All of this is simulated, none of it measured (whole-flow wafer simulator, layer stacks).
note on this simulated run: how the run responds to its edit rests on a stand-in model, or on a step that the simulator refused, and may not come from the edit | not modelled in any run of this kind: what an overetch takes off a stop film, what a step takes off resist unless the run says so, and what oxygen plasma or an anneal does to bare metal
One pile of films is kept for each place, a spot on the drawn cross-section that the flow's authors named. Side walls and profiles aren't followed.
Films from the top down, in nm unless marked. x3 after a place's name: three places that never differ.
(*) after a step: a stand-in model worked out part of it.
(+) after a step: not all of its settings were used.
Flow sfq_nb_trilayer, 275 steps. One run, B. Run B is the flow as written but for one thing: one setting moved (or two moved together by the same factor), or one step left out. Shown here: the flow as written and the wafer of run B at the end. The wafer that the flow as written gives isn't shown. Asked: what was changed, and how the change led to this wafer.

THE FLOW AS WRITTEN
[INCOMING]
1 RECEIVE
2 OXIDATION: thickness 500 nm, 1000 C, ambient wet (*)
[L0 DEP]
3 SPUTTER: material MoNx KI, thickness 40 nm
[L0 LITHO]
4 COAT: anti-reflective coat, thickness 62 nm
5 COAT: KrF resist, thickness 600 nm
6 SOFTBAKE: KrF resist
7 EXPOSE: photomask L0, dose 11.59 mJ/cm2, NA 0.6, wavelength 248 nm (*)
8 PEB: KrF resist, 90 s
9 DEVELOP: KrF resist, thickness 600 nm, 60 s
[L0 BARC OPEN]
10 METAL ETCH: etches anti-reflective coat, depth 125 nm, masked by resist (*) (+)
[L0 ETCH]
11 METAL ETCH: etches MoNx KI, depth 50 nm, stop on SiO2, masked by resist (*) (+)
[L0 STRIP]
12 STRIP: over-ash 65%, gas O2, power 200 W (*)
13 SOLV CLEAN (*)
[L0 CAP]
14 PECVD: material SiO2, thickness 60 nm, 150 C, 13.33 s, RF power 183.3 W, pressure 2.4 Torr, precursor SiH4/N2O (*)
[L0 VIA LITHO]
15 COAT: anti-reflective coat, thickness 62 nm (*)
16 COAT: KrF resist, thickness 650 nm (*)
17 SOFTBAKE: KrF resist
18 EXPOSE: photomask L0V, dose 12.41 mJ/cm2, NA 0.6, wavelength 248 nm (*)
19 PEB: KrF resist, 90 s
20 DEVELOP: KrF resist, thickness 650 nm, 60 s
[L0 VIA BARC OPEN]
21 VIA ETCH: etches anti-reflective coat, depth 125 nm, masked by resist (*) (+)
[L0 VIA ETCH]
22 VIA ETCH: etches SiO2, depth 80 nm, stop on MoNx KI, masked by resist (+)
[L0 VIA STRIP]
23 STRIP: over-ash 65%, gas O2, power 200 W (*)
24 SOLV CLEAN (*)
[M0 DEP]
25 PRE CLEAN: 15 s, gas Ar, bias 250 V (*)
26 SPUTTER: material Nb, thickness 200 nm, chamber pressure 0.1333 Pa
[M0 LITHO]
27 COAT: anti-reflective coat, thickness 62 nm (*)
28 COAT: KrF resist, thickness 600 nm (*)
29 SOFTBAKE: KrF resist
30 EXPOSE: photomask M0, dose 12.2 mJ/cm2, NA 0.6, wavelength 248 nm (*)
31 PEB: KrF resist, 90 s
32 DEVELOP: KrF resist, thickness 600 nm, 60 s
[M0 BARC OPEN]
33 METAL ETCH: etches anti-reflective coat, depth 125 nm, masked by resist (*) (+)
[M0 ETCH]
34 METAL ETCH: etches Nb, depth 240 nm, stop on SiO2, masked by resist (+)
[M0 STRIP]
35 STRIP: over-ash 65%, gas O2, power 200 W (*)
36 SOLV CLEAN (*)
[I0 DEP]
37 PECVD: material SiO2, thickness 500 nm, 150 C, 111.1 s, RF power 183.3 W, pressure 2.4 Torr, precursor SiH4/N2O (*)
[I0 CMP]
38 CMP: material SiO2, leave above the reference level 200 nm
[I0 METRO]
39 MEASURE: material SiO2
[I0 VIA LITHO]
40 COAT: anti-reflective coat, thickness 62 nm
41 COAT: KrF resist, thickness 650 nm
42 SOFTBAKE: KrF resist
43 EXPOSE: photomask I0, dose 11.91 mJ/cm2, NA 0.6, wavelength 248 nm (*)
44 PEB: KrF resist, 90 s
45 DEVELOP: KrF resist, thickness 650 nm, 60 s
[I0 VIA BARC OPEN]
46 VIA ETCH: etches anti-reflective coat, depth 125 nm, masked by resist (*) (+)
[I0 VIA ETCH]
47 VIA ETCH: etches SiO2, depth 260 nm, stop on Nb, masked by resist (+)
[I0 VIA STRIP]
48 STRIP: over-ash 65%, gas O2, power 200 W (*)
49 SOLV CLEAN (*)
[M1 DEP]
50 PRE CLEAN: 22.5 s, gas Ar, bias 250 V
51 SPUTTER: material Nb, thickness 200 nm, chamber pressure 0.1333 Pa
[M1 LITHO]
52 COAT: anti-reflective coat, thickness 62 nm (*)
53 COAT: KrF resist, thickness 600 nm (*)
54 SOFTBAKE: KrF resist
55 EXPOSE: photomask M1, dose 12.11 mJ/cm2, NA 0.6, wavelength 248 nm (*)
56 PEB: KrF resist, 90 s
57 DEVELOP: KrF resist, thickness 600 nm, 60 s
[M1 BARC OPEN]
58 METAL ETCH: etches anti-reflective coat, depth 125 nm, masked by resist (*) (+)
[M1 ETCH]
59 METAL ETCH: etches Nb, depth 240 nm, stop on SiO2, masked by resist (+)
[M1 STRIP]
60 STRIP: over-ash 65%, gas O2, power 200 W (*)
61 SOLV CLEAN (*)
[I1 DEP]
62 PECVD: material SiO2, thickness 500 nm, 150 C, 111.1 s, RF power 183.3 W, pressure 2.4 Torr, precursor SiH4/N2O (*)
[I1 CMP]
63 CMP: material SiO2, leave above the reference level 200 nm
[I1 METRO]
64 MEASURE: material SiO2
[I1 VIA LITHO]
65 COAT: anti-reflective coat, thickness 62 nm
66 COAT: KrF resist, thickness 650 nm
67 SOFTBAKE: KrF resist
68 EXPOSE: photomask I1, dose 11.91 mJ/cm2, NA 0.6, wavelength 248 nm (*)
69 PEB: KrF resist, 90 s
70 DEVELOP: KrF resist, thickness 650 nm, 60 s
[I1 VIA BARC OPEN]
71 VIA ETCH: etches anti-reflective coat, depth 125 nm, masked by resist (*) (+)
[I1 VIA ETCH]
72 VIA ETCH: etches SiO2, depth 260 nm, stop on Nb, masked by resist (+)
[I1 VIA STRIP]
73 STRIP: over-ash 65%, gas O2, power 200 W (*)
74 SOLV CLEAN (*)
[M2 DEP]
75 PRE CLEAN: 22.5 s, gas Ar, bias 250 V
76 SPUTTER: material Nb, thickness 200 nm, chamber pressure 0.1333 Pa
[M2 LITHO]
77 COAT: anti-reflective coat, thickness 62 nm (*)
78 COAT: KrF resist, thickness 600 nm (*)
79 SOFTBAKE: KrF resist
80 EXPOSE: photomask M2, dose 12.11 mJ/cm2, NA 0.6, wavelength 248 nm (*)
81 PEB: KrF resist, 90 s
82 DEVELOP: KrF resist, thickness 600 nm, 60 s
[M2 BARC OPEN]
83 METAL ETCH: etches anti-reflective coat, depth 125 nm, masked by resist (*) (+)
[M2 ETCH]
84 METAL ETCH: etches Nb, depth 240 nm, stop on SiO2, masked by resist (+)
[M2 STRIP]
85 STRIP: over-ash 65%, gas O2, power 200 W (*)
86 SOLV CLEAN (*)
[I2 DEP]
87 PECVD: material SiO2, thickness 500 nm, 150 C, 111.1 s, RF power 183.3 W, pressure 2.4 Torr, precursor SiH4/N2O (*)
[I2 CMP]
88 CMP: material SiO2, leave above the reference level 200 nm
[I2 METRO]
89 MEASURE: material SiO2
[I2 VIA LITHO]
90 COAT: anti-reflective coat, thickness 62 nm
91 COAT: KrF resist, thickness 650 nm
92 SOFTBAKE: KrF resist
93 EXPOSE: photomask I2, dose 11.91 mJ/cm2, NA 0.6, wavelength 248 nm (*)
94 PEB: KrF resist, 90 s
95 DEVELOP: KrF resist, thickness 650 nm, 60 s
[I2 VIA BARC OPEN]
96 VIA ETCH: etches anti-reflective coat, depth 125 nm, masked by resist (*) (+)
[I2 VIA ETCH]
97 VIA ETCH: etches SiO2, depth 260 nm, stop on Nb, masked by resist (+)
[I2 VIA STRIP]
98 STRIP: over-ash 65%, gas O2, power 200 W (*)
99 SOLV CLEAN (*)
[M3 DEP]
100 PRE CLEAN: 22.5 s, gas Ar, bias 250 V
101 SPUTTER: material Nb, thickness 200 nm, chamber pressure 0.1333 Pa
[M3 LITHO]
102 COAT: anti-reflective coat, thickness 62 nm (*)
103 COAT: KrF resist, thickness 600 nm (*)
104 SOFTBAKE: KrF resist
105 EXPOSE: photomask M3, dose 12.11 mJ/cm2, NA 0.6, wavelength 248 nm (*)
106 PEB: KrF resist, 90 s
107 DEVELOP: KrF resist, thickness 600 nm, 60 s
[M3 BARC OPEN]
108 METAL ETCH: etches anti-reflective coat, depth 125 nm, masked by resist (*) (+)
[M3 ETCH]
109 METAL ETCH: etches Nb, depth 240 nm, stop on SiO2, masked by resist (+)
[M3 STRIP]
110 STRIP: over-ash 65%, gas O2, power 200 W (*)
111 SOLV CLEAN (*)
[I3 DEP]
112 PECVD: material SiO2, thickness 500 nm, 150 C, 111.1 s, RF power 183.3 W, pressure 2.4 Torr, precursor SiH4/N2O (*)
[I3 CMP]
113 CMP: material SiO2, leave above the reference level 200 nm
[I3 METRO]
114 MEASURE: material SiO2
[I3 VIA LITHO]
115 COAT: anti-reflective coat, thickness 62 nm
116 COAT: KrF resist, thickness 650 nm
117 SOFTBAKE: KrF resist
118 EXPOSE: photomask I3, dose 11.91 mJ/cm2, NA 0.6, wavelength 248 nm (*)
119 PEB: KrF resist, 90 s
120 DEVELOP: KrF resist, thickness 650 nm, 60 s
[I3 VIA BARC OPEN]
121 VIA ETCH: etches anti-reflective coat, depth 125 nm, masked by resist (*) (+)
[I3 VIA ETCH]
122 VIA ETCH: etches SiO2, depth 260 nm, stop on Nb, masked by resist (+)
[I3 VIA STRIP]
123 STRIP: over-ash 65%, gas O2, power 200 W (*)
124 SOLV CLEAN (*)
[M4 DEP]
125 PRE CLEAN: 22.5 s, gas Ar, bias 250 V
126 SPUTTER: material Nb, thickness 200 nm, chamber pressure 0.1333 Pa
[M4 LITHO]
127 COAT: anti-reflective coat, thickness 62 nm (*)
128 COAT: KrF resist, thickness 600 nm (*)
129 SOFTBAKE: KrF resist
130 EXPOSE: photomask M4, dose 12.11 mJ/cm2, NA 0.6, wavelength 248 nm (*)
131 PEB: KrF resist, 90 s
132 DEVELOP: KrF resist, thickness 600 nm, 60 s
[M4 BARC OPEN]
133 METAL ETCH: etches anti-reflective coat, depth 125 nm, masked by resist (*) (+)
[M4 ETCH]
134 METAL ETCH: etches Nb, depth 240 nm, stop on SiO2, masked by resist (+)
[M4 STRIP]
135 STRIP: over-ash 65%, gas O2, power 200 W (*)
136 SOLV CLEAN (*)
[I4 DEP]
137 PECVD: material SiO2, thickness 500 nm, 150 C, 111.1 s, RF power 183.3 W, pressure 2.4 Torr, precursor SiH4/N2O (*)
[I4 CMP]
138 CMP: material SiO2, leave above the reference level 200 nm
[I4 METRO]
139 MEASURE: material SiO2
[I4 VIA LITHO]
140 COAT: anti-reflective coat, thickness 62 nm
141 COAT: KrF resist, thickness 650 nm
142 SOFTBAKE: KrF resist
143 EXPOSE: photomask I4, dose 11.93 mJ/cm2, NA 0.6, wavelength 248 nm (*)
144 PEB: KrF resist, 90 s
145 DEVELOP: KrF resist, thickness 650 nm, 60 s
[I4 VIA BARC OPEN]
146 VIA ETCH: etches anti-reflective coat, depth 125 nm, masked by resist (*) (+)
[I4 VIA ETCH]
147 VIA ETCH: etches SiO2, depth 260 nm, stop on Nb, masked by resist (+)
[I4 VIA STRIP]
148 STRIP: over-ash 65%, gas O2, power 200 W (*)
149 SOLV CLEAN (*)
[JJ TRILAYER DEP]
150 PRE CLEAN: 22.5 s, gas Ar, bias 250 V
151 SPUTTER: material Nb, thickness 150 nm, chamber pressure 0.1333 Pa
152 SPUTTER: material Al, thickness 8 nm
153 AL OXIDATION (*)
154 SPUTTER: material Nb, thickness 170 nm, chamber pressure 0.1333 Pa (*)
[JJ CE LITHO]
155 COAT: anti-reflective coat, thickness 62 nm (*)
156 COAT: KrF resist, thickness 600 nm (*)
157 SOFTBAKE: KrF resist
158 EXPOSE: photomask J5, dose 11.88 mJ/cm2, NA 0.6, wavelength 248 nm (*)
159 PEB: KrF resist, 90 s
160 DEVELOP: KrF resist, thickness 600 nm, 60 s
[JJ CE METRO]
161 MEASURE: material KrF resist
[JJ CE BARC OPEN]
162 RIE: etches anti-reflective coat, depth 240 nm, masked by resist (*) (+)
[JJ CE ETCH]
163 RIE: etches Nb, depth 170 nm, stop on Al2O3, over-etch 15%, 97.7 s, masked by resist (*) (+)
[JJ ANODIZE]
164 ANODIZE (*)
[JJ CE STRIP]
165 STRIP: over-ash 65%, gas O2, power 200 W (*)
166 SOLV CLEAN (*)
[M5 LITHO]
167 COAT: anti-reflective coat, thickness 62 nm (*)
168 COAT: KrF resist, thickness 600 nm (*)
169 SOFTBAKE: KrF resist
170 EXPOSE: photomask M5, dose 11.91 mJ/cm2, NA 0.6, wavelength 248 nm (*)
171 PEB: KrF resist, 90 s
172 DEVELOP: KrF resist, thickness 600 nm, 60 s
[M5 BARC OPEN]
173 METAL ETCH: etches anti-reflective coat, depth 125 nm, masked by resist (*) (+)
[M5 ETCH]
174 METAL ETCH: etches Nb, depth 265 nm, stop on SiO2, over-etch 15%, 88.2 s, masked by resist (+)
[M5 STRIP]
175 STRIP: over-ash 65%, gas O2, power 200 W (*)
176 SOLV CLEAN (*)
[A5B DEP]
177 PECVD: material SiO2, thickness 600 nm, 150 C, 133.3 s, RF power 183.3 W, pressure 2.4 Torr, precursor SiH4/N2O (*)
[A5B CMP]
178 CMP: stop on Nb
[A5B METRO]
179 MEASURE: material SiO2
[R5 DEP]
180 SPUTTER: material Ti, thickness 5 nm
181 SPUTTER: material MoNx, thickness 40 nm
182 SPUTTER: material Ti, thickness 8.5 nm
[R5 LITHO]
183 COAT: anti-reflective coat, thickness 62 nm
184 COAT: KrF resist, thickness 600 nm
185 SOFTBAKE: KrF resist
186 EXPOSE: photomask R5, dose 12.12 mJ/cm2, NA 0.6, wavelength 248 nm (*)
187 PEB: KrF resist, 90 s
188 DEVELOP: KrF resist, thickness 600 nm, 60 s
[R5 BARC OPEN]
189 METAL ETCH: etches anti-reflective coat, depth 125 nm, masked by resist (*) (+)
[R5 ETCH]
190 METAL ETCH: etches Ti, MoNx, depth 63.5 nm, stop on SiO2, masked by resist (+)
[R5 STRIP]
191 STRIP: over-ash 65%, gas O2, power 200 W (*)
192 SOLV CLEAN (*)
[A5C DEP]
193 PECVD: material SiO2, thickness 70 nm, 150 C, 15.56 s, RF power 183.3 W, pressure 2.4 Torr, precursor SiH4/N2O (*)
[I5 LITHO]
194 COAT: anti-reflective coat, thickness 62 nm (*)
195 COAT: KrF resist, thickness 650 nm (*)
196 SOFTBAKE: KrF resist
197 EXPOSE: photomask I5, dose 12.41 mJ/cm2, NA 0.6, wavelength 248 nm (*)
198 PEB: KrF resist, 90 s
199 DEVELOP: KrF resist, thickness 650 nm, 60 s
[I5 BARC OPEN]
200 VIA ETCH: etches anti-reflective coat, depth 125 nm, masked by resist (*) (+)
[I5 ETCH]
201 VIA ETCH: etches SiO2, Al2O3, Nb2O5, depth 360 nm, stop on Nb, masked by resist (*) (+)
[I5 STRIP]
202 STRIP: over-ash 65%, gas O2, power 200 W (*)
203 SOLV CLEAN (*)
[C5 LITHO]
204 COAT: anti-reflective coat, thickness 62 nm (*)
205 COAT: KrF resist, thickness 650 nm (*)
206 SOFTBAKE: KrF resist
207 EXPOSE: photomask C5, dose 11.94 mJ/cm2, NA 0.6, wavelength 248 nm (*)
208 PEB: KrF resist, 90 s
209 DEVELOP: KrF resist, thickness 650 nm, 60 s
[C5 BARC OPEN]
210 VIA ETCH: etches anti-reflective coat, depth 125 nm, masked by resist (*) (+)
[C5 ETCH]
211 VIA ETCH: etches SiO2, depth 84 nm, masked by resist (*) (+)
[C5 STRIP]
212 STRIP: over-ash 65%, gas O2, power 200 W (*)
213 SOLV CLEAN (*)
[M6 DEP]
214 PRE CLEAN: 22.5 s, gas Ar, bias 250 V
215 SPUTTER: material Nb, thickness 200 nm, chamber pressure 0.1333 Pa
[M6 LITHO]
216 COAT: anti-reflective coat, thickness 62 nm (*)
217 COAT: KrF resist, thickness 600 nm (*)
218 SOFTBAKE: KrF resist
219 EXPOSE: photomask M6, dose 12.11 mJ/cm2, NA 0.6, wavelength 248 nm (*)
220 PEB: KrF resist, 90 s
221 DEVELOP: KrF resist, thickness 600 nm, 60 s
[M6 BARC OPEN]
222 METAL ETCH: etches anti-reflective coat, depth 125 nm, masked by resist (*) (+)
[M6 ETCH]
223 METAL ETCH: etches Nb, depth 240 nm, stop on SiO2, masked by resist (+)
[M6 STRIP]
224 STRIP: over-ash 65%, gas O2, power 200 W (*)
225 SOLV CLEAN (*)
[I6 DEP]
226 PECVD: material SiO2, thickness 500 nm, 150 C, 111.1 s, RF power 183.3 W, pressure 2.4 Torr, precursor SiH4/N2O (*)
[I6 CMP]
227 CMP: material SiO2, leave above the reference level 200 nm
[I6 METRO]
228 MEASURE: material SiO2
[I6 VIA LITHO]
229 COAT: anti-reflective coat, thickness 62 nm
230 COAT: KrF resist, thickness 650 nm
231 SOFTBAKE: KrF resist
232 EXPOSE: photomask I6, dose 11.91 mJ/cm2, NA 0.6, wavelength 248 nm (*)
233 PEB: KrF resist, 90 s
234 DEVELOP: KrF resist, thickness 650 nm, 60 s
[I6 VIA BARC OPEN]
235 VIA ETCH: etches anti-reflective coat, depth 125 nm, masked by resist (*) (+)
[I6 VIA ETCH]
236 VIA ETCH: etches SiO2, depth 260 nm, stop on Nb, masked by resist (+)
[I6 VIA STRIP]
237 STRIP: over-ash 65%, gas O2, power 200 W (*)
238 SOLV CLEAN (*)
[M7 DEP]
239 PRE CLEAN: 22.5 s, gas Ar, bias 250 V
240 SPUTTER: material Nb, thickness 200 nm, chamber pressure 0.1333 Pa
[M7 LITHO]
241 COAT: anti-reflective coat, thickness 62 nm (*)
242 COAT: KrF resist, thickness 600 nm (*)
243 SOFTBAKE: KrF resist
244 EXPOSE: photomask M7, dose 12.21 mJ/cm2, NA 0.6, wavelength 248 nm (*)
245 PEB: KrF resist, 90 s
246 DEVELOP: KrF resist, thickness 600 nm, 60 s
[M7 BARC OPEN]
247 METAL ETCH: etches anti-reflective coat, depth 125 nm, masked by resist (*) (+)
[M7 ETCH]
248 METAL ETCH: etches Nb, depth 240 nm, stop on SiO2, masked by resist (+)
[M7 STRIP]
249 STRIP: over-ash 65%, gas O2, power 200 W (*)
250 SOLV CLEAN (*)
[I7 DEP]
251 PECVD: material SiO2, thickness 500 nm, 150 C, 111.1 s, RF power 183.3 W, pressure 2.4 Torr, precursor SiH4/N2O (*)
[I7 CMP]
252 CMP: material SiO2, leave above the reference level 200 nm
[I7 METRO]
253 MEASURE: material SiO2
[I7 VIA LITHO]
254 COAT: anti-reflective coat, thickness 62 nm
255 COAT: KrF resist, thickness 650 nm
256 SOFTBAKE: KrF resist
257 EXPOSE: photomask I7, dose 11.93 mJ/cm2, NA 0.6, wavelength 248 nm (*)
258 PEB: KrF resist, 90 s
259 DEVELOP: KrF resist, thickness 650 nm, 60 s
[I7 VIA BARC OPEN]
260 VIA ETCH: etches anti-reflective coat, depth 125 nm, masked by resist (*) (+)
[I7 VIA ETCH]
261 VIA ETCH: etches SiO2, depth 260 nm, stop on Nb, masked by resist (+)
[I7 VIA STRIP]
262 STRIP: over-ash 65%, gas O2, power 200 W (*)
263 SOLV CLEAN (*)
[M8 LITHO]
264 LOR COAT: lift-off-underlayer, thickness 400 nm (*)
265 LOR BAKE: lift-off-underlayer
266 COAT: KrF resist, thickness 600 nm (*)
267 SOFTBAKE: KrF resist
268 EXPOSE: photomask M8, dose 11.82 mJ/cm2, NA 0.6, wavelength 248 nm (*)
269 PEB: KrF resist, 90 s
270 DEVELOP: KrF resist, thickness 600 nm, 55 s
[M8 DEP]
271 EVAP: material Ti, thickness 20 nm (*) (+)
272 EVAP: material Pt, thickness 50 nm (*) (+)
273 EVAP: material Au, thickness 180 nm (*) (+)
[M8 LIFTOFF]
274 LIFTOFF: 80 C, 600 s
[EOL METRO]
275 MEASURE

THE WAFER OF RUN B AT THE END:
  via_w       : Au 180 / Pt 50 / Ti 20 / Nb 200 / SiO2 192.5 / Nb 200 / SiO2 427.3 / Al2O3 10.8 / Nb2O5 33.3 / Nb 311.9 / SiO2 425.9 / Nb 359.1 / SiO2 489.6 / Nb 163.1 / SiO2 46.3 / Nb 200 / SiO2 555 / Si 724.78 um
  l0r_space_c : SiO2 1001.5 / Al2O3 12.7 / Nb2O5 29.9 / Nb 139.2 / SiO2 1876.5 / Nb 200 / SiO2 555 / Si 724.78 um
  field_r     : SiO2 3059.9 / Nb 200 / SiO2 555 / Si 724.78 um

The cause: step 38, CMP: leave above the reference level 314 nm was run, where the flow has leave above the reference level 200 nm.

How the change led to this, step by step:
  38 CMP: material SiO2, leave above the reference level 200 nm
      v_sur, via_wl, via_w and 94 more: SiO2 -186 (as written it would be: SiO2 -300)
      field_l, l0_sur, l0r_line_l, l0r_line_c, l0r_line_r: SiO2 -226 (as written it would be: SiO2 -340)
      (and at 4 more places)
  47 VIA ETCH: etches SiO2, depth 260 nm, stop on Nb, masked by resist (+)
      via_w: SiO2 -260 (as written it would be: SiO2 -199.8 (all of it))
  50 PRE CLEAN: 22.5 s, gas Ar, bias 250 V
      via_w: SiO2 -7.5 (as written it would be: Nb -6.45)
  51 SPUTTER: material Nb, thickness 200 nm, chamber pressure 0.1333 Pa
      via_w: Nb +163.1 (new film) (as written it would be: Nb +174.5)
  52 COAT: anti-reflective coat, thickness 62 nm (*)
      via_w: anti-reflective coat +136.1 (new film) (as written it would be: anti-reflective coat +123.1 (new film))
      via_wr: anti-reflective coat +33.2 (new film) (as written it would be: anti-reflective coat +34.9 (new film))
  53 COAT: KrF resist, thickness 600 nm (*)
      via_w: KrF resist +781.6 (new film) (as written it would be: KrF resist +731.8 (new film))
  60 STRIP: over-ash 65%, gas O2, power 200 W (*)
      via_w: KrF resist -563.6 (all of it), anti-reflective coat -136.1 (all of it) (as written it would be: KrF resist -513.8 (all of it), anti-reflective coat -123.1 (all of it))
      via_wr: KrF resist -378.6 (all of it), anti-reflective coat -33.2 (all of it) (as written it would be: KrF resist -384.4 (all of it), anti-reflective coat -34.9 (all of it))
  62 PECVD: material SiO2, thickness 500 nm, 150 C, 111.1 s, RF power 183.3 W, pressure 2.4 Torr, precursor SiH4/N2O (*)
      via_w: SiO2 +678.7 (new film) (as written it would be: SiO2 +606 (new film))
Counting metal films that touch as one body, via_w has 6 bodies (between them, from the top down: SiO2 192.5; SiO2 427.3 / Al2O3 10.8 / Nb2O5 33.3; SiO2 425.9; SiO2 489.6; SiO2 46.3); the flow as written gives 5 bodies (between them, from the top down: SiO2 192.5; SiO2 427.3 / Al2O3 10.8 / Nb2O5 33.3; SiO2 425.9; SiO2 416.9).
